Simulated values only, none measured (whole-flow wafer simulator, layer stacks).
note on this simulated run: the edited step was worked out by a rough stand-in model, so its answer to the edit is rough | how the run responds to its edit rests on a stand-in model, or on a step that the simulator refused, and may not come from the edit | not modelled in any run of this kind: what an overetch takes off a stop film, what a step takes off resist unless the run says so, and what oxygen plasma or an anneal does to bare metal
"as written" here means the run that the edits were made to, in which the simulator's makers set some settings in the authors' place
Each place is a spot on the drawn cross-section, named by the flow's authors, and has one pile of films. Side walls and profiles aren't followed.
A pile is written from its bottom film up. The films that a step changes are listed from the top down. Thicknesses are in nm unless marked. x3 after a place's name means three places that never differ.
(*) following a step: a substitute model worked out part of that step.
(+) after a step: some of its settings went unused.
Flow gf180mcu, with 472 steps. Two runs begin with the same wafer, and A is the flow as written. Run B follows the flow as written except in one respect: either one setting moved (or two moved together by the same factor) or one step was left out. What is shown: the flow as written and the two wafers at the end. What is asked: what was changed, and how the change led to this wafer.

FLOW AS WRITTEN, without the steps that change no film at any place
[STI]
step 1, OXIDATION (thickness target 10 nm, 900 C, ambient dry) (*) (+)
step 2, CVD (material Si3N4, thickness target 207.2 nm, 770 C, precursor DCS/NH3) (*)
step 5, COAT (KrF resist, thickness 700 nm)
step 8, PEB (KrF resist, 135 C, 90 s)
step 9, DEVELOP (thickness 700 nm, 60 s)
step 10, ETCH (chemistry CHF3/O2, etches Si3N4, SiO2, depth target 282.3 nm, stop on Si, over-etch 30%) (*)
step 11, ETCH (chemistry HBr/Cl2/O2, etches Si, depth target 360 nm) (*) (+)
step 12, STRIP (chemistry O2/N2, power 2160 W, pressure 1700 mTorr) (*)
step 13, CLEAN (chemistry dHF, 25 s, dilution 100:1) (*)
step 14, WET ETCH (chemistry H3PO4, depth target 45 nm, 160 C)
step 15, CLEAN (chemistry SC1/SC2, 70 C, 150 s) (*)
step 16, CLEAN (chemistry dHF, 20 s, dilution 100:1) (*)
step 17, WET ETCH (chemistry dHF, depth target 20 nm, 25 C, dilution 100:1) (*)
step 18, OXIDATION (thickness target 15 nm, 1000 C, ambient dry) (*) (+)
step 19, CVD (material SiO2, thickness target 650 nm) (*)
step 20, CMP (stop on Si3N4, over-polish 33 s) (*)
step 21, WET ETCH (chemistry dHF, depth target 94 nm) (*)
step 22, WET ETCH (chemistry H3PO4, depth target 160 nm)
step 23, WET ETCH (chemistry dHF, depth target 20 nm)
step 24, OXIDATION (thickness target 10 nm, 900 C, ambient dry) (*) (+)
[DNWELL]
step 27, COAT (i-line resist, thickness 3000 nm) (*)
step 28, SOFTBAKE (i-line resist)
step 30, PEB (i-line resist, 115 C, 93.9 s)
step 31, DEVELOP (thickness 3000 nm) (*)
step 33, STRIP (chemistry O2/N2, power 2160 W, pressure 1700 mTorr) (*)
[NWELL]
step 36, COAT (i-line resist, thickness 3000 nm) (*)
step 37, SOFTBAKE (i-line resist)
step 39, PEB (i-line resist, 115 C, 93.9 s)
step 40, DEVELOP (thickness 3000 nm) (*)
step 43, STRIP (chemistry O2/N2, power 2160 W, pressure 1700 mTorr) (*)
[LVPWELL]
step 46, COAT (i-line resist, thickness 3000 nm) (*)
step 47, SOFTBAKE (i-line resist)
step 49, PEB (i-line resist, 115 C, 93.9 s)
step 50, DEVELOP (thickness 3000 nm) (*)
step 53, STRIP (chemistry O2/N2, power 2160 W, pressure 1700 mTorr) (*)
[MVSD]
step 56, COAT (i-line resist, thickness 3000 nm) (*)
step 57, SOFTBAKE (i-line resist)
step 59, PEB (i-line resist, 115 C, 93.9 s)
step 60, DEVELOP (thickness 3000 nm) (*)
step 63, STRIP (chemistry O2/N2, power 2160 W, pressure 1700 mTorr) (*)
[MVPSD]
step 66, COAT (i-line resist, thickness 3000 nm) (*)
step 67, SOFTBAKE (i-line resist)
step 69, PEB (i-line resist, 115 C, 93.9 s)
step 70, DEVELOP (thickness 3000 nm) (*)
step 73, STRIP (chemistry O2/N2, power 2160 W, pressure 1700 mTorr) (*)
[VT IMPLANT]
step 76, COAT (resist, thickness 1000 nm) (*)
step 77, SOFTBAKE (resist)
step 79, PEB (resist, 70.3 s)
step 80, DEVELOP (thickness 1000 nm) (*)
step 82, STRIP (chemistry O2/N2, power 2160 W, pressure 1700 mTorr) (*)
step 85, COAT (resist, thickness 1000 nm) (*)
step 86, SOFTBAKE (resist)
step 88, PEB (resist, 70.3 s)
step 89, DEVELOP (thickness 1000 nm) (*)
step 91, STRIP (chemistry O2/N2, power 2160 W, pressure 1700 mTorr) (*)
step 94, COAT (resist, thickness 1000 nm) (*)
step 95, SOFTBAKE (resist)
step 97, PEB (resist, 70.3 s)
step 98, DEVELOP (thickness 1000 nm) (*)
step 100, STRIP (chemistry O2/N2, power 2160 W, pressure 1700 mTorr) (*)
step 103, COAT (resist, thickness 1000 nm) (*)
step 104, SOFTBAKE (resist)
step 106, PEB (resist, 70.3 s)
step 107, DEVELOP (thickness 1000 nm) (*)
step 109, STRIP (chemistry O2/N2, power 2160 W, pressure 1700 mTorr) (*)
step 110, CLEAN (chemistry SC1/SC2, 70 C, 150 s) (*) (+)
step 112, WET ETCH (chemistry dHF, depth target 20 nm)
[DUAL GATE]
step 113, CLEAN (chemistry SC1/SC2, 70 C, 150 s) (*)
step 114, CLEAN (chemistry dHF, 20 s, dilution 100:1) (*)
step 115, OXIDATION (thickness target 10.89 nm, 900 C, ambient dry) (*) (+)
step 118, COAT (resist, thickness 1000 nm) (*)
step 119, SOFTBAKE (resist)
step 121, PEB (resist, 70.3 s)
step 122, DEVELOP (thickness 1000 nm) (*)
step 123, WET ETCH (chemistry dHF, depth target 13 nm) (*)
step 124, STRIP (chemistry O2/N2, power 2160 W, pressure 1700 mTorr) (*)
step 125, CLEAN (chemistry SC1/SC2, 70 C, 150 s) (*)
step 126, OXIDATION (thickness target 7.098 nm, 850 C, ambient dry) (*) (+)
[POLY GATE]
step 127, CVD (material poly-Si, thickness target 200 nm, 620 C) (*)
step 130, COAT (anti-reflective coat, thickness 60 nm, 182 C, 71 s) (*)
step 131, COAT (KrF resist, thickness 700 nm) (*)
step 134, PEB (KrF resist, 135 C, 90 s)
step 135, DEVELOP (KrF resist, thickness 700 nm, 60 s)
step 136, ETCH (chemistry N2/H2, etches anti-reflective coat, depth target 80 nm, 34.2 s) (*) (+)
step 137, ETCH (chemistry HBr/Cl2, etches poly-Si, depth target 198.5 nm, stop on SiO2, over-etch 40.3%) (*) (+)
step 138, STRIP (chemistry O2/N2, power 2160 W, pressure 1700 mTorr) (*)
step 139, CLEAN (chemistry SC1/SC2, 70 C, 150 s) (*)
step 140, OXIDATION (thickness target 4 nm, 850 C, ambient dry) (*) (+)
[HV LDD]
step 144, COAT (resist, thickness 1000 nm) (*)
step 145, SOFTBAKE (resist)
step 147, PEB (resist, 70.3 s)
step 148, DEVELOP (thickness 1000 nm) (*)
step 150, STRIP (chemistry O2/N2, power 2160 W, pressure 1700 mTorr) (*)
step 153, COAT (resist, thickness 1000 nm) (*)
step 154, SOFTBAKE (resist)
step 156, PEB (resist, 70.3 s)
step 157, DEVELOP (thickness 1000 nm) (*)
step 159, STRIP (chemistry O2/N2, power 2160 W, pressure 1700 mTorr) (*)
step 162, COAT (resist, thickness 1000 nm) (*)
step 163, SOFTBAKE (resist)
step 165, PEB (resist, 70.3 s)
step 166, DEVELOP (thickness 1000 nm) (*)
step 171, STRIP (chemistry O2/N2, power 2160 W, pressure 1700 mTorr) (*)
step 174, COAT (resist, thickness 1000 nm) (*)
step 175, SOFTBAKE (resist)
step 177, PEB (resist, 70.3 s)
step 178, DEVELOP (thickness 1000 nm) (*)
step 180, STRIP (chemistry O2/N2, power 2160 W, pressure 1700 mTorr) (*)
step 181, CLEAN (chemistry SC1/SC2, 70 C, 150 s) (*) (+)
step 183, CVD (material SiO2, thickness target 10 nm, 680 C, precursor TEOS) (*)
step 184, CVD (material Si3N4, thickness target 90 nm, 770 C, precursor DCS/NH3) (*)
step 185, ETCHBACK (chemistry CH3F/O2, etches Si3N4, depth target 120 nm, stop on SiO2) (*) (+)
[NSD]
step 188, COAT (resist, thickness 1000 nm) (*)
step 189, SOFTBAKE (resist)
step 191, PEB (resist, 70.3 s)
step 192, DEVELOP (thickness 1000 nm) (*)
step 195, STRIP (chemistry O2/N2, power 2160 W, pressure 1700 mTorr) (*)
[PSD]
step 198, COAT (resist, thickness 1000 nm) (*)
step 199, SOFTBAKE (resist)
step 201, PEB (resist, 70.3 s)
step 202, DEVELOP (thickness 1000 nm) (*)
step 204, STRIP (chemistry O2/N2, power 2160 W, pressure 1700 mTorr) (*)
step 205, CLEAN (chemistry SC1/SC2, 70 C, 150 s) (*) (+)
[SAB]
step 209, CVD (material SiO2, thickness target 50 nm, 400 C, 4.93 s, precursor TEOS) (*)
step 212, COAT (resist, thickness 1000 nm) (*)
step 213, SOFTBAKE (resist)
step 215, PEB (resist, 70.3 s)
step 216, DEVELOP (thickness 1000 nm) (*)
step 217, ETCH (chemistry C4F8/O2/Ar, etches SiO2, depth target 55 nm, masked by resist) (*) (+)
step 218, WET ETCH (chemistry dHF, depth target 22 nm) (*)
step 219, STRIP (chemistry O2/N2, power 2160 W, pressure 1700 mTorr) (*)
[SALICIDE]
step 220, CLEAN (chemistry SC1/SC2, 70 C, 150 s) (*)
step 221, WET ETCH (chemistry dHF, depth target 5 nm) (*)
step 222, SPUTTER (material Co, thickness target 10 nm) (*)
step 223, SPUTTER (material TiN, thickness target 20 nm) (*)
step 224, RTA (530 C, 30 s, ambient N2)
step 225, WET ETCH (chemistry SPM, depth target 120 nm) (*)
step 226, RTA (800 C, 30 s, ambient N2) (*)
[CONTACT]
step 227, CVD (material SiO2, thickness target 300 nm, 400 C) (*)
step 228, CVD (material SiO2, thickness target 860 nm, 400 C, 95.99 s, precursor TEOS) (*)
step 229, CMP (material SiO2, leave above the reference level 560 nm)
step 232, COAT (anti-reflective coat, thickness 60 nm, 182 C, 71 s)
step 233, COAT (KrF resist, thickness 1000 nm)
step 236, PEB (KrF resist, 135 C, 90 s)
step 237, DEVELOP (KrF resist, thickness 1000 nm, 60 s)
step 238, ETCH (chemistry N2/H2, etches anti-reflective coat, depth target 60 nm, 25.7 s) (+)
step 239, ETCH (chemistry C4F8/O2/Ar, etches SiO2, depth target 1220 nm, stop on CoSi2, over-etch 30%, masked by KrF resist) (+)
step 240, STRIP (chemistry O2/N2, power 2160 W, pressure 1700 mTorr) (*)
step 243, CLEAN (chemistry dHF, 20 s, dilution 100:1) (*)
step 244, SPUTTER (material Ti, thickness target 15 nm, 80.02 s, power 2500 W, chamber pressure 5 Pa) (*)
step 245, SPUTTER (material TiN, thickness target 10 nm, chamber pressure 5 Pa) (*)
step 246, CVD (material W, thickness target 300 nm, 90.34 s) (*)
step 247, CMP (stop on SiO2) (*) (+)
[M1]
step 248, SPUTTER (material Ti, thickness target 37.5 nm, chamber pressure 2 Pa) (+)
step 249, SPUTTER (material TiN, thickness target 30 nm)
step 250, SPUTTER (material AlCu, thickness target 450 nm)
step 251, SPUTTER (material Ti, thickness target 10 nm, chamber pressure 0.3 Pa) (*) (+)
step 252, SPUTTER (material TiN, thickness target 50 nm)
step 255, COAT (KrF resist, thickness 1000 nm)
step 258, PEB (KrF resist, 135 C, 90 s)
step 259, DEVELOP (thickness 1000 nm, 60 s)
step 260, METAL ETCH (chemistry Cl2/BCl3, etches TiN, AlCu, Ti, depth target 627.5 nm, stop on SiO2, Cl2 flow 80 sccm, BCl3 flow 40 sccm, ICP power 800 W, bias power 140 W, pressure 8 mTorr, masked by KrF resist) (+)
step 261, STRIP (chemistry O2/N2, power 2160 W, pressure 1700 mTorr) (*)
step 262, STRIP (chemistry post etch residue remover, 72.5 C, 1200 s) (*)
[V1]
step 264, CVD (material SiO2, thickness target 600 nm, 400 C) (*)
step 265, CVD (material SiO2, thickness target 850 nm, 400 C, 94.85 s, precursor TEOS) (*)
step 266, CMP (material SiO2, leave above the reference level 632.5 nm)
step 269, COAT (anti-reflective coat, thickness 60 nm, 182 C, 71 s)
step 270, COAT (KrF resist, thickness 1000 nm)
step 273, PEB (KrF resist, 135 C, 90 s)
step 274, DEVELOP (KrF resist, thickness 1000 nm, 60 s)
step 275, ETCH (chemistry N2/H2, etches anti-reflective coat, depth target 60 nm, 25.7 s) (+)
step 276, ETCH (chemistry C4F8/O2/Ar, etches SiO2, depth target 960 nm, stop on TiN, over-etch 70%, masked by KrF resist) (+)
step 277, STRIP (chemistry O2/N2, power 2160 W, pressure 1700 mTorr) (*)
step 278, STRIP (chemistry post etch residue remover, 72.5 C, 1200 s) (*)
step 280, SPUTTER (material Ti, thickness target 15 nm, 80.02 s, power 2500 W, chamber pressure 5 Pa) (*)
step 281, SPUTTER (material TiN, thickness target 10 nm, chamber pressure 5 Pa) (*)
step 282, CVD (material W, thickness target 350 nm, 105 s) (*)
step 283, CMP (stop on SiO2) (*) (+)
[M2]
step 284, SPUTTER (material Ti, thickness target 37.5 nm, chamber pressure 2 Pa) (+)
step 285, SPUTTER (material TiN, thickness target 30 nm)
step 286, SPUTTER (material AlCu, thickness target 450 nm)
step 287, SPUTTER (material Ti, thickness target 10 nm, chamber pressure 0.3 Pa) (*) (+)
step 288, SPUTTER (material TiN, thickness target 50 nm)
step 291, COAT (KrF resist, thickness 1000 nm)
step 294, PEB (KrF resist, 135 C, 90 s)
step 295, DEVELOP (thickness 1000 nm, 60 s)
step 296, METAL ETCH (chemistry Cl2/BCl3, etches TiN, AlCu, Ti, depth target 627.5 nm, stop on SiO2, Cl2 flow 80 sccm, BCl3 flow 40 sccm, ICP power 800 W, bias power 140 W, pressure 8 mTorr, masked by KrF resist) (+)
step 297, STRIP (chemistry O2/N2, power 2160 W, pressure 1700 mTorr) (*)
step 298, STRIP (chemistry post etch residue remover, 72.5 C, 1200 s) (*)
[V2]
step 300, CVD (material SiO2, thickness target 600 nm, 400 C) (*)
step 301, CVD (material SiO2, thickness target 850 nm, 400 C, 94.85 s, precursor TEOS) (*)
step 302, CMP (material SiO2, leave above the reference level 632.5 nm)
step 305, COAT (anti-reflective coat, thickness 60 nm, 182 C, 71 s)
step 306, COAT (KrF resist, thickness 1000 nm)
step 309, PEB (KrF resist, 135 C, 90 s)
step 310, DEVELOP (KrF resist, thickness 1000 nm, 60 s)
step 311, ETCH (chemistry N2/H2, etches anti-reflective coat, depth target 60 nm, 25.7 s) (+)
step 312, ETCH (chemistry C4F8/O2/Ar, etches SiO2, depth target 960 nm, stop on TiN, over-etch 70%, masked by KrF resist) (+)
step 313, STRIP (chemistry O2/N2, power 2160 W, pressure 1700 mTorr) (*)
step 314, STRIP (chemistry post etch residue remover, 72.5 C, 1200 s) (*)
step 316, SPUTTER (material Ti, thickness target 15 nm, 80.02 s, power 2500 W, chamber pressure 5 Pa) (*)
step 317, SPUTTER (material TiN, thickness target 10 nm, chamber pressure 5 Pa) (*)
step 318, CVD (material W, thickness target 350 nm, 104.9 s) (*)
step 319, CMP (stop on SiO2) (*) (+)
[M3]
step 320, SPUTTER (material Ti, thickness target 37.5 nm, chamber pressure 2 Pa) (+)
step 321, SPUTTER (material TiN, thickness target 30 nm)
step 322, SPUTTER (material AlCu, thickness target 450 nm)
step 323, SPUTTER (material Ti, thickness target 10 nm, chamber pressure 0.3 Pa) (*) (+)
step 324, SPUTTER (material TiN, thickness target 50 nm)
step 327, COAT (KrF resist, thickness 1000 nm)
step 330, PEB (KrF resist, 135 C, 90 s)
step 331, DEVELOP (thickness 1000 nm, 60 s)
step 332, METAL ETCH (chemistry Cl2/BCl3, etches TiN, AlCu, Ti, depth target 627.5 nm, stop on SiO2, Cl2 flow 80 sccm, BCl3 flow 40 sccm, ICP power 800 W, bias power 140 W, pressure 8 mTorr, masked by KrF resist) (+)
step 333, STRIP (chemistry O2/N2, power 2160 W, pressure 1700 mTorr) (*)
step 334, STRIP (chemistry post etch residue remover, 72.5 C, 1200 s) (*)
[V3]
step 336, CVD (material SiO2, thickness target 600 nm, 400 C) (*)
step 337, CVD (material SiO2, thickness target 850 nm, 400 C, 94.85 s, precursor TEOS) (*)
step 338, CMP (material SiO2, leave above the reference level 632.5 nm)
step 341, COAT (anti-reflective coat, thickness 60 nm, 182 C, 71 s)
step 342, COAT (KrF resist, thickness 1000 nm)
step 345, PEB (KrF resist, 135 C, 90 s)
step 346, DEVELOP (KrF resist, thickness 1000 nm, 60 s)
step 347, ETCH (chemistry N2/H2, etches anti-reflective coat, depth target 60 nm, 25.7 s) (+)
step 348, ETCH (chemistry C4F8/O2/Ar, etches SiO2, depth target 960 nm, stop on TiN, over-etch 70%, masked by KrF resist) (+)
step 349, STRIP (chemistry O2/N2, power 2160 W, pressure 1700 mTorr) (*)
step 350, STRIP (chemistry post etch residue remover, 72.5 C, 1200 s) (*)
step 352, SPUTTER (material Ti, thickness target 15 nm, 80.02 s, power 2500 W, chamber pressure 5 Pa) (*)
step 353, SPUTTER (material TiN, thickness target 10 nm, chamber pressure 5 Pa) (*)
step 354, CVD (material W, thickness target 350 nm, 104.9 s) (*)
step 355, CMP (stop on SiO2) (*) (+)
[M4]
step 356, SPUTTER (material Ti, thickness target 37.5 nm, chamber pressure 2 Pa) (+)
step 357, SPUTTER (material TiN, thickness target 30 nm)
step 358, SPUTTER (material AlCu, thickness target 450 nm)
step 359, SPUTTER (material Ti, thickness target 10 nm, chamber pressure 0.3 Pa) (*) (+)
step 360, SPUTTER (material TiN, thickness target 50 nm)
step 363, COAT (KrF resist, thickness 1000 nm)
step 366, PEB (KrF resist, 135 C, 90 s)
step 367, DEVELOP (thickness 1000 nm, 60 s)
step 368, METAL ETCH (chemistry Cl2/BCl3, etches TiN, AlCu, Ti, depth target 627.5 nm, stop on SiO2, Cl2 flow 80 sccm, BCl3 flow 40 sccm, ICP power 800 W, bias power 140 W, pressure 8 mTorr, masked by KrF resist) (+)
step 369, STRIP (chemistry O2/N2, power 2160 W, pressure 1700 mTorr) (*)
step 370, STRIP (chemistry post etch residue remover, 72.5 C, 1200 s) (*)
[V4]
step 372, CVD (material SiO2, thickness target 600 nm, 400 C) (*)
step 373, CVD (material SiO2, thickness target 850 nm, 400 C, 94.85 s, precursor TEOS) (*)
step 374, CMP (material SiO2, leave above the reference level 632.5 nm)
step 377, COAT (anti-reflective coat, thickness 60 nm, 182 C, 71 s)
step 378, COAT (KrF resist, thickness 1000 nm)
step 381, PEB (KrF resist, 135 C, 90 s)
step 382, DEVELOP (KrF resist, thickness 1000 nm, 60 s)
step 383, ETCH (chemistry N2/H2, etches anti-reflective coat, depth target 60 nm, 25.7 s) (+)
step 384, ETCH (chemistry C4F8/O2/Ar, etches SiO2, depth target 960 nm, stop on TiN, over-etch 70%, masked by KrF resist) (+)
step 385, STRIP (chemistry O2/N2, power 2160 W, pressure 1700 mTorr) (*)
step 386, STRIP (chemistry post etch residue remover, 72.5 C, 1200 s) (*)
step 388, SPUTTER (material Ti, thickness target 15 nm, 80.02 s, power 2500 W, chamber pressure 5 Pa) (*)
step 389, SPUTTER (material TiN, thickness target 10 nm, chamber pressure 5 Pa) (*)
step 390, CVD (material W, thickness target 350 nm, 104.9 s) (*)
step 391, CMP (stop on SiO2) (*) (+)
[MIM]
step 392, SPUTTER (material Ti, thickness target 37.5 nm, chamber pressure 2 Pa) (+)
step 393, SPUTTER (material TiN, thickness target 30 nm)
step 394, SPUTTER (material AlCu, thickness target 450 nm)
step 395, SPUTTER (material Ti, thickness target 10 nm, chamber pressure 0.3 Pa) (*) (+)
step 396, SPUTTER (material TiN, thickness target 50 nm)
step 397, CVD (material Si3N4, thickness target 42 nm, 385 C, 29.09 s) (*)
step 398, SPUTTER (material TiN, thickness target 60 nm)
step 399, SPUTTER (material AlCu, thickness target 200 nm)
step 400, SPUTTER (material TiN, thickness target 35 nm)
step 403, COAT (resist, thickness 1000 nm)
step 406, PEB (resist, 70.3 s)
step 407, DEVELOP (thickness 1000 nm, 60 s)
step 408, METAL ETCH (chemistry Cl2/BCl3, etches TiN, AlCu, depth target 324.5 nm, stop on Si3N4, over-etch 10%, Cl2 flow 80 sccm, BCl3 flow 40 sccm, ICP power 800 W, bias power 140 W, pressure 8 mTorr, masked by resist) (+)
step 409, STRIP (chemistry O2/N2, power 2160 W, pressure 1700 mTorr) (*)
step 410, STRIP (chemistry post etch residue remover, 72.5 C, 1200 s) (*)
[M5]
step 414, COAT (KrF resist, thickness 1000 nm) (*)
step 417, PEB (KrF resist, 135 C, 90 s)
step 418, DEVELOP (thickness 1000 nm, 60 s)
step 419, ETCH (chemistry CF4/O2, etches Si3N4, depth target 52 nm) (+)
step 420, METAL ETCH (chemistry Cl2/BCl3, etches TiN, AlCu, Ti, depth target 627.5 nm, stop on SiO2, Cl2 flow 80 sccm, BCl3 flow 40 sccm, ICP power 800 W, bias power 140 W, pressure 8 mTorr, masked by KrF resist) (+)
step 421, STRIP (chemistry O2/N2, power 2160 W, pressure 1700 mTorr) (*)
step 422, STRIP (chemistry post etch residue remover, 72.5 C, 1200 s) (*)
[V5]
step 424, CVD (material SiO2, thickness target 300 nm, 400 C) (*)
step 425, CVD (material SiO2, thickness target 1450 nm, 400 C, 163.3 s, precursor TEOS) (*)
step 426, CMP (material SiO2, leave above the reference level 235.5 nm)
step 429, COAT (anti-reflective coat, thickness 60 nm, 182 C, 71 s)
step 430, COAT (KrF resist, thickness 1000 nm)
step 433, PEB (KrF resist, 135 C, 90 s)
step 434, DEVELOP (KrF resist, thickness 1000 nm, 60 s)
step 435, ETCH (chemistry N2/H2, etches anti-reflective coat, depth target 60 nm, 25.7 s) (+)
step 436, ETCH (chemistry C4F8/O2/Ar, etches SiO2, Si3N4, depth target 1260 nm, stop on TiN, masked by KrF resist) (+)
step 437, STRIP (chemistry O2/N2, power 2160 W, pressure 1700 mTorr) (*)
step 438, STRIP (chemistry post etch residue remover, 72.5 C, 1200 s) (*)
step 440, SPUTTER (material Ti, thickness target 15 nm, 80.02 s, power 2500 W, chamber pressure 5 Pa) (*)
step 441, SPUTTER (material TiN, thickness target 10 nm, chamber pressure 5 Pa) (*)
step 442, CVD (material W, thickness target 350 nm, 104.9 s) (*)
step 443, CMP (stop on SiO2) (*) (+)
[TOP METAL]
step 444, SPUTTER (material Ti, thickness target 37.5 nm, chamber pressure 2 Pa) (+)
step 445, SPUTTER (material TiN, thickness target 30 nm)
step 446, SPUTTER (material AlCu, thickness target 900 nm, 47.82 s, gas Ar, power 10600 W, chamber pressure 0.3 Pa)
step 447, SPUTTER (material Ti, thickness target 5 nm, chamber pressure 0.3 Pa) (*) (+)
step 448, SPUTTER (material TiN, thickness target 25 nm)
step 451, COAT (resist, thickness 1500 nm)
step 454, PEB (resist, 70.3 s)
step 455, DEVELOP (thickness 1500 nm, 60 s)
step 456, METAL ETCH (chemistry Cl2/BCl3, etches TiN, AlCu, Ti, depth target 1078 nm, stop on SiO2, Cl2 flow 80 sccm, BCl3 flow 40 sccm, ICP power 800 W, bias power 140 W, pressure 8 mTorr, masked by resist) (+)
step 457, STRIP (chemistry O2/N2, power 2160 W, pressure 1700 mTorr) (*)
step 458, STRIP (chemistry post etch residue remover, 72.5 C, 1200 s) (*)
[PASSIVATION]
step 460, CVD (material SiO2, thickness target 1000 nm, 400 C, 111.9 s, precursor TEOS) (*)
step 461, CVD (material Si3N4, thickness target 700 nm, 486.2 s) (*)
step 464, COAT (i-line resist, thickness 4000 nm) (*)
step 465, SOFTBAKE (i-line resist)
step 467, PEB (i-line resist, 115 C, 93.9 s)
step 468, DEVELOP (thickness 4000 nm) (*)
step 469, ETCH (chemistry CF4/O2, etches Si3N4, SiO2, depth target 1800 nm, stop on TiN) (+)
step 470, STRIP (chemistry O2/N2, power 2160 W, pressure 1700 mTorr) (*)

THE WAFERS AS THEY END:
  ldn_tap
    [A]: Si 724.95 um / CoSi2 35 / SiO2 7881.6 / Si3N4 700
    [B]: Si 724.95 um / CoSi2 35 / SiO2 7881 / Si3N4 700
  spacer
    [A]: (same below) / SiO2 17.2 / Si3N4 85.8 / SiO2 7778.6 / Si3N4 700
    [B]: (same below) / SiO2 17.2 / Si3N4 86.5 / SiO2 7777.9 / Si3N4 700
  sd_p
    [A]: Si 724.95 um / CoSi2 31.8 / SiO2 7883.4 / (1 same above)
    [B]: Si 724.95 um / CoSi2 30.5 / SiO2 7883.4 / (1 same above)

Cause: step 209, CVD: thickness target 76.2 nm was run, though the flow has thickness target 50 nm; step 209, CVD: 7.518 s was run, where the flow has 4.93 s.

Step by step, how the change led to this:
  step 209, CVD (material SiO2, thickness target 50 nm, 400 C, 4.93 s, precursor TEOS) (*)
      field, field__w7, field__w8 and 73 more: A +50 SiO2 | B +75.3 SiO2
      field_sub, field_sub__w2, ld_drn_n, ld_sd_p: A +48.8 SiO2 | B +73.5 SiO2
      (and at 29 other places as well)
  step 217, ETCH (chemistry C4F8/O2/Ar, etches SiO2, depth target 55 nm, masked by resist) (*) (+)
      spacer: A -50 SiO2 (all of it), -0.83 Si3N4 | B -55 SiO2
  step 218, WET ETCH (chemistry dHF, depth target 22 nm) (*)
      ldn_tap, ldn_src, ldn_drn, ldp_tap, ldp_src, ldp_drn, ldp_gr: A -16 SiO2 (all of it) | B -38.9 SiO2
      ld_drn_n, ld_sd_p: A -14.8 SiO2 (all of it) | B -37.5 SiO2
      (and at 91 other places as well)
  step 219, STRIP (chemistry O2/N2, power 2160 W, pressure 1700 mTorr) (*)
      active_hv, active_nat, ld_sd_n and 11 more: A +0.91 chemical SiO2 (new film), -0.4 Si | B nothing
  step 221, WET ETCH (chemistry dHF, depth target 5 nm) (*)
      ldn_tap, ldp_tap, ldp_src, ldp_drn, ldp_gr: A -0.76 chemical SiO2 (all of it) | B -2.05 SiO2 (all of it)
      ldn_src, ldn_drn: A -0.76 chemical SiO2 (all of it) | B -2.04 SiO2 (all of it)
      (and at 7 other places as well)
  step 223, SPUTTER (material TiN, thickness target 20 nm) (*)
      field__w12: A +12 TiN (new film) | B +12.7 TiN (new film)
      sd_p: A +17.9 TiN (new film) | B +17.1 TiN (new film)
      (and at 1 other place as well)
  step 224, RTA (530 C, 30 s, ambient N2)
      sd_p: A under 1 film: +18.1 CoSi (new film), -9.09 Co (all of it), -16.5 Si | B under 1 film: +17.3 CoSi (new film), -8.71 Co (all of it), -15.8 Si
  step 225, WET ETCH (chemistry SPM, depth target 120 nm) (*)
      field__w12: A -12 TiN (all of it), -6.15 Co (all of it) | B -12.7 TiN (all of it), -6.45 Co (all of it)
      sd_p: A -17.9 TiN (all of it) | B -17.1 TiN (all of it)
      (and at 1 other place as well)
  step 226, RTA (800 C, 30 s, ambient N2) (*)
      sd_p: A +31.8 CoSi2 (new film), -18.1 CoSi (all of it), -16.5 Si | B +30.5 CoSi2 (new film), -17.3 CoSi (all of it), -15.8 Si
  step 229, CMP (material SiO2, leave above the reference level 560 nm)
      ldn_sep__w1, ldn_sep__w2, ldn_dft and 8 more: A -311 SiO2 | B -320.8 SiO2
      sti, mim_1p0, pad, dice_street, iso_nw_fld, iso_fld_sub: A -296.8 SiO2 | B -306.6 SiO2
      (and at 44 other places as well)
